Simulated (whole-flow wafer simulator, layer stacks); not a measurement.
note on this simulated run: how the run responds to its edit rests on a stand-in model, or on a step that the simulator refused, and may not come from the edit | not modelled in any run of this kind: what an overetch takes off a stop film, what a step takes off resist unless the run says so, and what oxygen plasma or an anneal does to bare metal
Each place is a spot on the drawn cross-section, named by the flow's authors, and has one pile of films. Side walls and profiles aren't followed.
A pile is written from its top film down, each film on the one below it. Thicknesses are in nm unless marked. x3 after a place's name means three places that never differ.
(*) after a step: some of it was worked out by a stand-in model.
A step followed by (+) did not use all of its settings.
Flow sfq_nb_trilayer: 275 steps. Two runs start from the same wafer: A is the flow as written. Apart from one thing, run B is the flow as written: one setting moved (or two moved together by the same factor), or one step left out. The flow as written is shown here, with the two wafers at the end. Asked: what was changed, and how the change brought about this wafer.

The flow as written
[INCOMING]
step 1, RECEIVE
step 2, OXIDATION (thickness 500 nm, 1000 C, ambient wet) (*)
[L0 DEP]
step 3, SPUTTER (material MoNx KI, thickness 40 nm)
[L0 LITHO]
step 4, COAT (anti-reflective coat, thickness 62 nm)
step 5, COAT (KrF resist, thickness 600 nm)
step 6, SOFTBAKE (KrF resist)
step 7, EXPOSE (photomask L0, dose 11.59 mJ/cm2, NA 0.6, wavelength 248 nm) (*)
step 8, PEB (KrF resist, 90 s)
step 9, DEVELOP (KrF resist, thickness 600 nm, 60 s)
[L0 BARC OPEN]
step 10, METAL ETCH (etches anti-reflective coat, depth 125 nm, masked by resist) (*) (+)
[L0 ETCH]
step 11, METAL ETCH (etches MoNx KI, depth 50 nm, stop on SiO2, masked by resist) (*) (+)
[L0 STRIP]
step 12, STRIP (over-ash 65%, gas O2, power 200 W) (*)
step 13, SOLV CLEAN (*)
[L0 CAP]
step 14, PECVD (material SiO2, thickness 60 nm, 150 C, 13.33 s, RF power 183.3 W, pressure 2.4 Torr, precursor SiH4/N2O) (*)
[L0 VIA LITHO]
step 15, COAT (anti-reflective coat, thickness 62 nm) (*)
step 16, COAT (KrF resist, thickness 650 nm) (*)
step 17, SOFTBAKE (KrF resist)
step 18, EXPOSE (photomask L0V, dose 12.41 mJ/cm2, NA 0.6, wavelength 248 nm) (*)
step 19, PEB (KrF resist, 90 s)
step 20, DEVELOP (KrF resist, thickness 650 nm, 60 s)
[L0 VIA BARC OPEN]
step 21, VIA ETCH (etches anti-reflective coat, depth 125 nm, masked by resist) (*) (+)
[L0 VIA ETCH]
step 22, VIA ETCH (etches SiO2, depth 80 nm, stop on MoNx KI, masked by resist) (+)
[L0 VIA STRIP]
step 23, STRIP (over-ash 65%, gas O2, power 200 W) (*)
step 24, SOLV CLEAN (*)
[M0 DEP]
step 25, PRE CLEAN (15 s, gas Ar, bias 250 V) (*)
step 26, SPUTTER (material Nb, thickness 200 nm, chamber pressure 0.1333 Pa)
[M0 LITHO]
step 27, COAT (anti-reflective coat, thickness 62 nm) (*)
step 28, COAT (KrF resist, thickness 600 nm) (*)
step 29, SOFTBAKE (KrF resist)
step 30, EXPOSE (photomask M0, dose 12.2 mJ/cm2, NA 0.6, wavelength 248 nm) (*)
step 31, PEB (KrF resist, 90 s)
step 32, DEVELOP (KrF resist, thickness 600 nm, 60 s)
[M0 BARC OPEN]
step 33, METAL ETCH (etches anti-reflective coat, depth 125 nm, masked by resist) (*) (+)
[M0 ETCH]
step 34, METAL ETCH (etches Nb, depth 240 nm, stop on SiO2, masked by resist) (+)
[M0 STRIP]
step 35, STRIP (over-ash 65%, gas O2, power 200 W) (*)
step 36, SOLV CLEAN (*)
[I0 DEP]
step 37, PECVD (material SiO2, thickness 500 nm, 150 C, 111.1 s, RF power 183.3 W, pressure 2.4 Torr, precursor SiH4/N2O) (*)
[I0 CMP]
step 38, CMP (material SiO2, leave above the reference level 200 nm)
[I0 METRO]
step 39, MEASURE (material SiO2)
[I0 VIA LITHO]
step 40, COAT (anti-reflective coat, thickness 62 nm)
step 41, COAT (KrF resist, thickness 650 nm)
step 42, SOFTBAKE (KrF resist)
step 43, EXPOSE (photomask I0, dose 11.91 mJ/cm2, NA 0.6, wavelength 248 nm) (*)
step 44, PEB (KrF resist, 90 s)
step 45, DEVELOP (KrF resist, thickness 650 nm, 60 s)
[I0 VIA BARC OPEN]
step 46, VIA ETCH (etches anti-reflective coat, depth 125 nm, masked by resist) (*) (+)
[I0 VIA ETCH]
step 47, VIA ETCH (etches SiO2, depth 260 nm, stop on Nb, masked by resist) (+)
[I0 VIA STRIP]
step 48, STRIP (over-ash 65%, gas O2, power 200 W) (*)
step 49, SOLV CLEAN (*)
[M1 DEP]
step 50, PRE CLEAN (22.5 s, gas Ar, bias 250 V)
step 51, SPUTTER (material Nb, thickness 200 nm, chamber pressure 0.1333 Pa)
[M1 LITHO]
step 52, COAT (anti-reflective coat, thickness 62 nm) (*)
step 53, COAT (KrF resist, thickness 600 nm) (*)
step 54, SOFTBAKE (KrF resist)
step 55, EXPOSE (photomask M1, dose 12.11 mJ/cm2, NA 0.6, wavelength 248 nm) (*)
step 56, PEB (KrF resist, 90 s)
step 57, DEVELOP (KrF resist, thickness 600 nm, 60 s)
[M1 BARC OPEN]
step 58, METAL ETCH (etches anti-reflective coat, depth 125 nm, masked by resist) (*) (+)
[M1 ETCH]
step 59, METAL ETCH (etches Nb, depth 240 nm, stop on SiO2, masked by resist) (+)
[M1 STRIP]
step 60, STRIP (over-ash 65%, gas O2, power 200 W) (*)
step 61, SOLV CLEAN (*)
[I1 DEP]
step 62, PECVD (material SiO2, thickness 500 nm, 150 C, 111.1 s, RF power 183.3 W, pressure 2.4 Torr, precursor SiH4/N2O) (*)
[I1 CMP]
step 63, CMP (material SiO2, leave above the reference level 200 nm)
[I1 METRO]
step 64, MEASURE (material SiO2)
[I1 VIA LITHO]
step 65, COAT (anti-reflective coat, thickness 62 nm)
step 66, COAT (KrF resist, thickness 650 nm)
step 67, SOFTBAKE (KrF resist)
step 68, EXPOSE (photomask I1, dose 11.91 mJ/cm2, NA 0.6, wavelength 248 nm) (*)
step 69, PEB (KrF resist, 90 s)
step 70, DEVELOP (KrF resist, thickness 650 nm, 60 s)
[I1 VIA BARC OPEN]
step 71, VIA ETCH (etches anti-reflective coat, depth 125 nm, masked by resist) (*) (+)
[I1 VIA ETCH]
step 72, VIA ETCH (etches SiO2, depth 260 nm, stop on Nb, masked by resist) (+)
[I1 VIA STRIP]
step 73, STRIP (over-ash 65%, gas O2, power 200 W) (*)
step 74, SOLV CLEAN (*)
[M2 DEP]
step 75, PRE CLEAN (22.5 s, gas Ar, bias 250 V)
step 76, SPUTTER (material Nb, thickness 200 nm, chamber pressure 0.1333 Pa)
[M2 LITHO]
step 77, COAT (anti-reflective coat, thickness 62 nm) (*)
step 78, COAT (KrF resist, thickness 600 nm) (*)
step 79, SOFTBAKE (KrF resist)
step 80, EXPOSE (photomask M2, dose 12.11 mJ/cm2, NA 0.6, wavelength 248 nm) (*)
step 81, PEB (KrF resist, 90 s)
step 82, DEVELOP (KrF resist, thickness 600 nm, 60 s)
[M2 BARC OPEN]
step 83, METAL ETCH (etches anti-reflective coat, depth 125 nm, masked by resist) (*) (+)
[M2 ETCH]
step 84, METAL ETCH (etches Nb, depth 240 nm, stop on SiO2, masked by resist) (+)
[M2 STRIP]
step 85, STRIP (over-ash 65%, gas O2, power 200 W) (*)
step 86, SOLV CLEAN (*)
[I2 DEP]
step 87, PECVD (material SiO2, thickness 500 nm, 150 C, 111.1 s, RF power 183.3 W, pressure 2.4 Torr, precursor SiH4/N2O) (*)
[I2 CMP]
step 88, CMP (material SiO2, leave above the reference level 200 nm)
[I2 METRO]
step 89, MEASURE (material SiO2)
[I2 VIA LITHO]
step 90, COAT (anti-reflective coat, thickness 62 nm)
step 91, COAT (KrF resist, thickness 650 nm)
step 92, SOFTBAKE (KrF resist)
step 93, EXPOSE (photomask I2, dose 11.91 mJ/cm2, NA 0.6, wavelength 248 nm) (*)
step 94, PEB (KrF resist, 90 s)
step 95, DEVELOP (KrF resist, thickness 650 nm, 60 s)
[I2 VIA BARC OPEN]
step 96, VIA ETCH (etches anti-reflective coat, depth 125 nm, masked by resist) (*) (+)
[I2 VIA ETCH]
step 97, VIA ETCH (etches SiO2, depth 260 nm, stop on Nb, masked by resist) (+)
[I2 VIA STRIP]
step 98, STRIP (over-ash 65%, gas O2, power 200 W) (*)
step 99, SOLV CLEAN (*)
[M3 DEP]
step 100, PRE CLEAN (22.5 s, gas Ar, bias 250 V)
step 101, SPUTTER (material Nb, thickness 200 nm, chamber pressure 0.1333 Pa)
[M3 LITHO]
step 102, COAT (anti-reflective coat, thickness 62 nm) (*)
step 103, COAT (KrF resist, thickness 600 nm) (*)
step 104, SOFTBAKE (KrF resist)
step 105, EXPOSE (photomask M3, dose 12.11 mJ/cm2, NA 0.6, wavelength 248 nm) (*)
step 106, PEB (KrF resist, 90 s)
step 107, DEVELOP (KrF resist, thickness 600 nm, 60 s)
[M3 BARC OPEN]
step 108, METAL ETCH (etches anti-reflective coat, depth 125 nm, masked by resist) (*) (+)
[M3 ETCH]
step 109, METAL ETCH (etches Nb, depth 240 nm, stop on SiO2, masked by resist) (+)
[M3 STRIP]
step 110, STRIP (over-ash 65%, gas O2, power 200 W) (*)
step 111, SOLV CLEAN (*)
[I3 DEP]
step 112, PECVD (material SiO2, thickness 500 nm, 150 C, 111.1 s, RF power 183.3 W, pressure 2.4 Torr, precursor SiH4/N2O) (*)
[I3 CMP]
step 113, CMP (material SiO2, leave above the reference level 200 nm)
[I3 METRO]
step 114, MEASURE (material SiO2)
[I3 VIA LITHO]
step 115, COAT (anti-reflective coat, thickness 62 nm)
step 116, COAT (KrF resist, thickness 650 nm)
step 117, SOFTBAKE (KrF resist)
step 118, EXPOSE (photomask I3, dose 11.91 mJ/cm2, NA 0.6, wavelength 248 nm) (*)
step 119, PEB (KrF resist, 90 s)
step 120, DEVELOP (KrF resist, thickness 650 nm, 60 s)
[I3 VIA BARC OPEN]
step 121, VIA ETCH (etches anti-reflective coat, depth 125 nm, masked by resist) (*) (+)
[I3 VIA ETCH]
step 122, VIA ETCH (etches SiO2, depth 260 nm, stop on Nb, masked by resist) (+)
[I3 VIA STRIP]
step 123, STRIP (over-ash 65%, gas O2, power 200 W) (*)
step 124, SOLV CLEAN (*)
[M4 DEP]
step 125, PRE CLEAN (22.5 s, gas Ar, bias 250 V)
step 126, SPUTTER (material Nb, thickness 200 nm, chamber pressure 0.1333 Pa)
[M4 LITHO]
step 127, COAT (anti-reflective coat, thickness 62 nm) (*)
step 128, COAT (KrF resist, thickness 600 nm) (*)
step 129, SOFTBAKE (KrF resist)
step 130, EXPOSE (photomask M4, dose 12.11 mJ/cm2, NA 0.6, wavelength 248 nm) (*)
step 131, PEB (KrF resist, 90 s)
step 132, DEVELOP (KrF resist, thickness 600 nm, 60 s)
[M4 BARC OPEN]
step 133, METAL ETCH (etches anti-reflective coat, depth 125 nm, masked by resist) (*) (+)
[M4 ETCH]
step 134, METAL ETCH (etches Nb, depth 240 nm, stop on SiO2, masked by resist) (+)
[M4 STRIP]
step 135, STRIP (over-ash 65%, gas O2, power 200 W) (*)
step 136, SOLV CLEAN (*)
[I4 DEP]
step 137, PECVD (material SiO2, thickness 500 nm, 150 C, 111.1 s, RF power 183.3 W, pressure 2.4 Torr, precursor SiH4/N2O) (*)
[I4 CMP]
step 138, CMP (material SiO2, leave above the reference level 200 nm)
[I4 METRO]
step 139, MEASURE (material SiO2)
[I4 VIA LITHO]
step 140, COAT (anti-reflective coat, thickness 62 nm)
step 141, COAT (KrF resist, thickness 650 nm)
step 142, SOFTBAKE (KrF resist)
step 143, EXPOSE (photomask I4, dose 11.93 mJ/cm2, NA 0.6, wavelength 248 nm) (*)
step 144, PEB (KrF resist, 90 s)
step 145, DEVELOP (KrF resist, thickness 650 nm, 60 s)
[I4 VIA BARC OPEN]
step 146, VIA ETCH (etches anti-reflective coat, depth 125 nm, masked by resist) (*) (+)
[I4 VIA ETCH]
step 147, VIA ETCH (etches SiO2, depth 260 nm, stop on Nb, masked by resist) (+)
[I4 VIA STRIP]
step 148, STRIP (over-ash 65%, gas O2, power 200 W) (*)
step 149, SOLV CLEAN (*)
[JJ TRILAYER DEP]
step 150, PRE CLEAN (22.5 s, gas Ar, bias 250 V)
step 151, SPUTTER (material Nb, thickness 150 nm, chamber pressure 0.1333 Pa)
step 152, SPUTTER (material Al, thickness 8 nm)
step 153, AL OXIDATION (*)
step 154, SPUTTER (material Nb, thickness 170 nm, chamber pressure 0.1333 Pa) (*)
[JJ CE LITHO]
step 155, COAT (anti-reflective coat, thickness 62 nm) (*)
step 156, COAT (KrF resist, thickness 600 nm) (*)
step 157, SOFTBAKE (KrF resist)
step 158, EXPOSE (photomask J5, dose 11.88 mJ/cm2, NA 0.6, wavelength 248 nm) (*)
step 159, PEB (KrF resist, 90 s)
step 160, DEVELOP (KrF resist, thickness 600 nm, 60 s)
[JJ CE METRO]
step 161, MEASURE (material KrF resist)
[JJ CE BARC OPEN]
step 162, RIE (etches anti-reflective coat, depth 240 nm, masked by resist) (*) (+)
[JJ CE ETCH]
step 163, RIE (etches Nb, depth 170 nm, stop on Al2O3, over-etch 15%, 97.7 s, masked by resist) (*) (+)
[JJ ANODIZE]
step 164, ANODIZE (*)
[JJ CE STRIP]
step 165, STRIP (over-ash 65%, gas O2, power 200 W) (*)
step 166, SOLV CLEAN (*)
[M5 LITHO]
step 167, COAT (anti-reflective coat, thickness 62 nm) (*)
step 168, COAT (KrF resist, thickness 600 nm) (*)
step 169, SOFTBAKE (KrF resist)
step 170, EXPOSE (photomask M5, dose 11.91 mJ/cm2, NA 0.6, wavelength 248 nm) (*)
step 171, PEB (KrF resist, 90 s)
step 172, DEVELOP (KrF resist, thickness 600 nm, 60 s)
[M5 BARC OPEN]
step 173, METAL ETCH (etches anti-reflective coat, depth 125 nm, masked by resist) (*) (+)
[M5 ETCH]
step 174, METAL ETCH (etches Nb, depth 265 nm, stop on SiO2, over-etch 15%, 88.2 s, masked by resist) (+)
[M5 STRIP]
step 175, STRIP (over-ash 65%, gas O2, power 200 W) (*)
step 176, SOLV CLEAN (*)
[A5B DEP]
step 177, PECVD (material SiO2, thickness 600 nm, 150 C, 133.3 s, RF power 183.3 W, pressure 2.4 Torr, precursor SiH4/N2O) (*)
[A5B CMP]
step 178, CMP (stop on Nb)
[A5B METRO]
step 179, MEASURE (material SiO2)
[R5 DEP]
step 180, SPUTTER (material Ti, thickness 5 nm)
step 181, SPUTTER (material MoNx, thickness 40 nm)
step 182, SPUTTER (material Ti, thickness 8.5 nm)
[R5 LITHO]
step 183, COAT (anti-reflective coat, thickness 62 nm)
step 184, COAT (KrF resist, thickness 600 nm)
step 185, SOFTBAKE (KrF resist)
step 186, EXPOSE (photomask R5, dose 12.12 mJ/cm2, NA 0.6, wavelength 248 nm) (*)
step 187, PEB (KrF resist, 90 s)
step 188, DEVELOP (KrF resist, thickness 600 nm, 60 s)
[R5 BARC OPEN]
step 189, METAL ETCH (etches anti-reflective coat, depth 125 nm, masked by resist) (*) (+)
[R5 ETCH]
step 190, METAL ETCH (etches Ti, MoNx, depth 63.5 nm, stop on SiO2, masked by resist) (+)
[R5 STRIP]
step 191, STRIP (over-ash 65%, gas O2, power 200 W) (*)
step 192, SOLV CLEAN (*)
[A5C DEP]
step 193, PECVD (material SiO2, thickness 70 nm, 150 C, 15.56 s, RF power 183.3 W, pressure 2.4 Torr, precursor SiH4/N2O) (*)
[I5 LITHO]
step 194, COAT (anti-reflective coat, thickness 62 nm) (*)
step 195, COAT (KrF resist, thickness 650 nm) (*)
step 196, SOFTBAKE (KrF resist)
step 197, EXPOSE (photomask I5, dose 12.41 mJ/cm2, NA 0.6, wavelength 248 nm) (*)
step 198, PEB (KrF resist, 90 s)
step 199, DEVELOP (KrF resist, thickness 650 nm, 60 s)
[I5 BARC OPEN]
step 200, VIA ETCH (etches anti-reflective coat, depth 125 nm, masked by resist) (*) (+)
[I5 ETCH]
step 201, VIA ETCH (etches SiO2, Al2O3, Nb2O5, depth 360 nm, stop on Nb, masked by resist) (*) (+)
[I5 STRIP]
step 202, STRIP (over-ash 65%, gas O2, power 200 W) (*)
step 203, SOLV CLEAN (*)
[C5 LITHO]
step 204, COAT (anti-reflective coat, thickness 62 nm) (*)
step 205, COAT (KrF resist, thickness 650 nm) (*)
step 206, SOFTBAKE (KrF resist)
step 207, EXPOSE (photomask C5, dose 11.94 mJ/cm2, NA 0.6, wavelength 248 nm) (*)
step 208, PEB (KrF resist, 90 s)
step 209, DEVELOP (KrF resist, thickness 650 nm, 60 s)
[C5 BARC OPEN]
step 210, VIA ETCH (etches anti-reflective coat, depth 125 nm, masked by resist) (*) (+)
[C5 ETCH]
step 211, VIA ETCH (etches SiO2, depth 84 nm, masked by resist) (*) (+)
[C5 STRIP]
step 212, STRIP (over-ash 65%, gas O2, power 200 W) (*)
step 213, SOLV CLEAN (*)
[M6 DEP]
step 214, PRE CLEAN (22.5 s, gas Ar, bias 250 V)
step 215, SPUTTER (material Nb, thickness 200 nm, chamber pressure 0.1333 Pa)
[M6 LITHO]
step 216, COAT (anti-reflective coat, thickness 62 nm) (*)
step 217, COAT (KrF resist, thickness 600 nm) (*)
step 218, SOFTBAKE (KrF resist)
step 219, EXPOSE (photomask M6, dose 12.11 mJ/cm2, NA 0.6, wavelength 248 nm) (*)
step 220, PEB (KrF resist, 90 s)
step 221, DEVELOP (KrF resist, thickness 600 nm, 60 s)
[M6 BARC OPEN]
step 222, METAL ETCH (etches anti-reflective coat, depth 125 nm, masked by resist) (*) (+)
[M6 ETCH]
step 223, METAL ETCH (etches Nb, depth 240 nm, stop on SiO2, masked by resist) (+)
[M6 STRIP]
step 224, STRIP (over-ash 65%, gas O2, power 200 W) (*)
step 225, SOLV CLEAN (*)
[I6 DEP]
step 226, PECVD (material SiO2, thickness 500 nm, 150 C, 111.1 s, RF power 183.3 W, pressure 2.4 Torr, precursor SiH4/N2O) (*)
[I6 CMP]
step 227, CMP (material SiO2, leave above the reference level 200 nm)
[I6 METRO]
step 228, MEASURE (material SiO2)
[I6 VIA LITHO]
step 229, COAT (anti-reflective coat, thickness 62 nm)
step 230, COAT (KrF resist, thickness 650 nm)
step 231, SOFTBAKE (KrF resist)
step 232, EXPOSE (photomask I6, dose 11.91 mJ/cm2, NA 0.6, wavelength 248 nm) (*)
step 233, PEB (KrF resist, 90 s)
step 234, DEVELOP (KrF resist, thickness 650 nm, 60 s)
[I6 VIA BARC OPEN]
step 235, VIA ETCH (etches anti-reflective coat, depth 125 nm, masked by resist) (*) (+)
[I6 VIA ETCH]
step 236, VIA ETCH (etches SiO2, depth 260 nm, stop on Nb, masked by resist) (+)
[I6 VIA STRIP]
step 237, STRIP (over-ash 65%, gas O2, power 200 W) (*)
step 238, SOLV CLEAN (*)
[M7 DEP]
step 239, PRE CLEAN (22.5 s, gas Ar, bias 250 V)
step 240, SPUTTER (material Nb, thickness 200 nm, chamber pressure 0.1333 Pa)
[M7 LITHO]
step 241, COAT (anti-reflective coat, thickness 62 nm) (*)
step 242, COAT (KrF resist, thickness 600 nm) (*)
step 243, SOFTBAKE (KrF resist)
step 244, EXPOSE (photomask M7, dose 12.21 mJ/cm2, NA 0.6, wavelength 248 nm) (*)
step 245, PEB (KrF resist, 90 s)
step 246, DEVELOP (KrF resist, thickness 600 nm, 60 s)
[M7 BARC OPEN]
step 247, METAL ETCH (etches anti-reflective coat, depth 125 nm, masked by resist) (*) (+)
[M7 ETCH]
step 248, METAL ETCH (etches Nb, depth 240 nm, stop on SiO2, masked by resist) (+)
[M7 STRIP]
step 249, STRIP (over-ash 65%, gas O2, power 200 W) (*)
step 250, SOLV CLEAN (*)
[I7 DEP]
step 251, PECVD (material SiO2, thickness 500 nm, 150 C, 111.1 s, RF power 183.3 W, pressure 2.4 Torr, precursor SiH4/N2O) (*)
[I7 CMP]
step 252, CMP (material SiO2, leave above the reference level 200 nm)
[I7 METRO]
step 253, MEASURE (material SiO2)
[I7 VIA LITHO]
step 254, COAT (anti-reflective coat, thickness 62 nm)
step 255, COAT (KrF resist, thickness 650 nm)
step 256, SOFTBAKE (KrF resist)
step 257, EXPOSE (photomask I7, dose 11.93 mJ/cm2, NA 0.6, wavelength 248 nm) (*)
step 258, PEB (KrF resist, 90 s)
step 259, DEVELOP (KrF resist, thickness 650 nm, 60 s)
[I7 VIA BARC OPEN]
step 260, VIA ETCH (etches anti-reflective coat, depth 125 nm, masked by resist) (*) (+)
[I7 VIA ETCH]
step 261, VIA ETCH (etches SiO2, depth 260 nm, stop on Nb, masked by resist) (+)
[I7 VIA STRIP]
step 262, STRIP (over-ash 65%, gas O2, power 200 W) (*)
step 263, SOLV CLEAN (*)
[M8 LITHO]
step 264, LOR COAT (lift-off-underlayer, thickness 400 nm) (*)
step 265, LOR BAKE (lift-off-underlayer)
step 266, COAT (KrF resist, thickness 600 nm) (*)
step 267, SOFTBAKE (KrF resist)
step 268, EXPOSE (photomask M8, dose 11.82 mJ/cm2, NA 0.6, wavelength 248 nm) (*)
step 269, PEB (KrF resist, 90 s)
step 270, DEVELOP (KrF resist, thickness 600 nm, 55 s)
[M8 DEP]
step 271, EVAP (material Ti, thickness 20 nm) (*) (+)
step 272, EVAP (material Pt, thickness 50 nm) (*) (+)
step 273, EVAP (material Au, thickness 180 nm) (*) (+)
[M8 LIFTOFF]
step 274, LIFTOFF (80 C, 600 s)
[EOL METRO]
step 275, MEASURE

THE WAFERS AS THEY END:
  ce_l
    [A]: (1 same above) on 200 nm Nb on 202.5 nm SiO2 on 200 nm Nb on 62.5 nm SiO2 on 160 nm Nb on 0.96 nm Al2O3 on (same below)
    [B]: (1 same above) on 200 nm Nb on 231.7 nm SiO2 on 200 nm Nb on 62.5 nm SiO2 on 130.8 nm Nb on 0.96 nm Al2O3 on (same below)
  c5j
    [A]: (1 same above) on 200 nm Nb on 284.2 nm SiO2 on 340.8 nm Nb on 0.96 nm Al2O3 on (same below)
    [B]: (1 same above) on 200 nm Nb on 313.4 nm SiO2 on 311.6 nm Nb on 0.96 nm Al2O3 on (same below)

The reason: step 190, METAL ETCH: depth 92.7 nm was run, though the flow has depth 63.5 nm.

The path from the change to this, step by step:
  step 190, METAL ETCH (etches Ti, MoNx, depth 63.5 nm, stop on SiO2, masked by resist) (+)
      be_r, r_sur, res, r_end, r5r_line_l, r5r_line_c, r5r_line_r: A KrF resist loses 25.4 | B KrF resist loses 37.1
      ce_l, c5j, ce_r, wl_jj: A Ti loses 8.5 (all of it), MoNx loses 40 (all of it), Ti loses 5 (all of it), Nb loses 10 | B Ti loses 8.5 (all of it), MoNx loses 40 (all of it), Ti loses 5 (all of it), Nb loses 39.2
  step 191, STRIP (over-ash 65%, gas O2, power 200 W) (*)
      be_r, r_sur, res, r_end, r5r_line_l, r5r_line_c, r5r_line_r: A KrF resist loses 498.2 (all of it), anti-reflective coat loses 62 (all of it) | B KrF resist loses 486.5 (all of it), anti-reflective coat loses 62 (all of it)
  step 194, COAT (anti-reflective coat, thickness 62 nm) (*)
      wl_j_sl, wl_j_sr: A anti-reflective coat gains 60.2 (new film) | B anti-reflective coat gains 55.7 (new film)
      jj_sur: A anti-reflective coat gains 60.8 (new film) | B anti-reflective coat gains 56.3 (new film)
      (and at 5 other places as well)
  step 195, COAT (KrF resist, thickness 650 nm) (*)
      c5j: A KrF resist gains 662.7 (new film) | B KrF resist gains 677.7 (new film)
      wl_jj: A KrF resist gains 654.8 (new film) | B KrF resist gains 669.1 (new film)
  step 202, STRIP (over-ash 65%, gas O2, power 200 W) (*)
      wl_j_sl, wl_j_sr: A KrF resist loses 333.3 (all of it), anti-reflective coat loses 60.2 (all of it) | B KrF resist loses 333.1 (all of it), anti-reflective coat loses 55.7 (all of it)
      jj_sur: A KrF resist loses 337.2 (all of it), anti-reflective coat loses 60.8 (all of it) | B KrF resist loses 337.5 (all of it), anti-reflective coat loses 56.3 (all of it)
      (and at 5 other places as well)
  step 204, COAT (anti-reflective coat, thickness 62 nm) (*)
      wl_j_sl, wl_j_sr: A anti-reflective coat gains 60.2 (new film) | B anti-reflective coat gains 55.7 (new film)
      jj_sur: A anti-reflective coat gains 59.5 (new film) | B anti-reflective coat gains 55 (new film)
      (and at 5 other places as well)
  step 205, COAT (KrF resist, thickness 650 nm) (*)
      c5j: A KrF resist gains 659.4 (new film) | B KrF resist gains 674.5 (new film)
      wl_jj: A KrF resist gains 654.8 (new film) | B KrF resist gains 669.1 (new film)
  step 209, DEVELOP (KrF resist, thickness 650 nm, 60 s)
      c5j: A KrF resist loses 658.1 (all of it) | B KrF resist loses 673.1 (all of it)
  step 210, VIA ETCH (etches anti-reflective coat, depth 125 nm, masked by resist) (*) (+)
      c5j: A anti-reflective coat loses 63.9 (all of it), SiO2 loses 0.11 | B anti-reflective coat loses 72 (all of it), SiO2 loses 0.07
  step 212, STRIP (over-ash 65%, gas O2, power 200 W) (*)
      wl_j_sl, wl_j_sr: A KrF resist loses 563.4 (all of it), anti-reflective coat loses 60.2 (all of it) | B KrF resist loses 563.3 (all of it), anti-reflective coat loses 55.7 (all of it)
      jj_sur: A KrF resist loses 562 (all of it), anti-reflective coat loses 59.5 (all of it) | B KrF resist loses 562.2 (all of it), anti-reflective coat loses 55 (all of it)
      (and at 4 other places as well)
  step 216, COAT (anti-reflective coat, thickness 62 nm) (*)
      wl_j_sl, wl_j_sr: A anti-reflective coat gains 60.2 (new film) | B anti-reflective coat gains 55.9 (new film)
      jj_sur: A anti-reflective coat gains 56.1 (new film) | B anti-reflective coat gains 51.5 (new film)
      (and at 5 other places as well)
  step 217, COAT (KrF resist, thickness 600 nm) (*)
      ce_l: A KrF resist gains 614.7 (new film) | B KrF resist gains 627.7 (new film)
      c5j: A KrF resist gains 636 (new film) | B KrF resist gains 651 (new film)
      (and at 2 other places as well)
  step 224, STRIP (over-ash 65%, gas O2, power 200 W) (*)
      wl_j_sl, wl_j_sr: A KrF resist loses 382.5 (all of it), anti-reflective coat loses 60.2 (all of it) | B KrF resist loses 382.1 (all of it), anti-reflective coat loses 55.9 (all of it)
      jj_sur: A KrF resist loses 378.5 (all of it), anti-reflective coat loses 56.1 (all of it) | B KrF resist loses 378.3 (all of it), anti-reflective coat loses 51.5 (all of it)
      (and at 5 other places as well)
  step 227, CMP (material SiO2, leave above the reference level 200 nm)
      ce_l, ce_r, wl_jj: A SiO2 loses 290 | B SiO2 loses 260.8
      c5j: A SiO2 loses 223 | B SiO2 loses 193.8
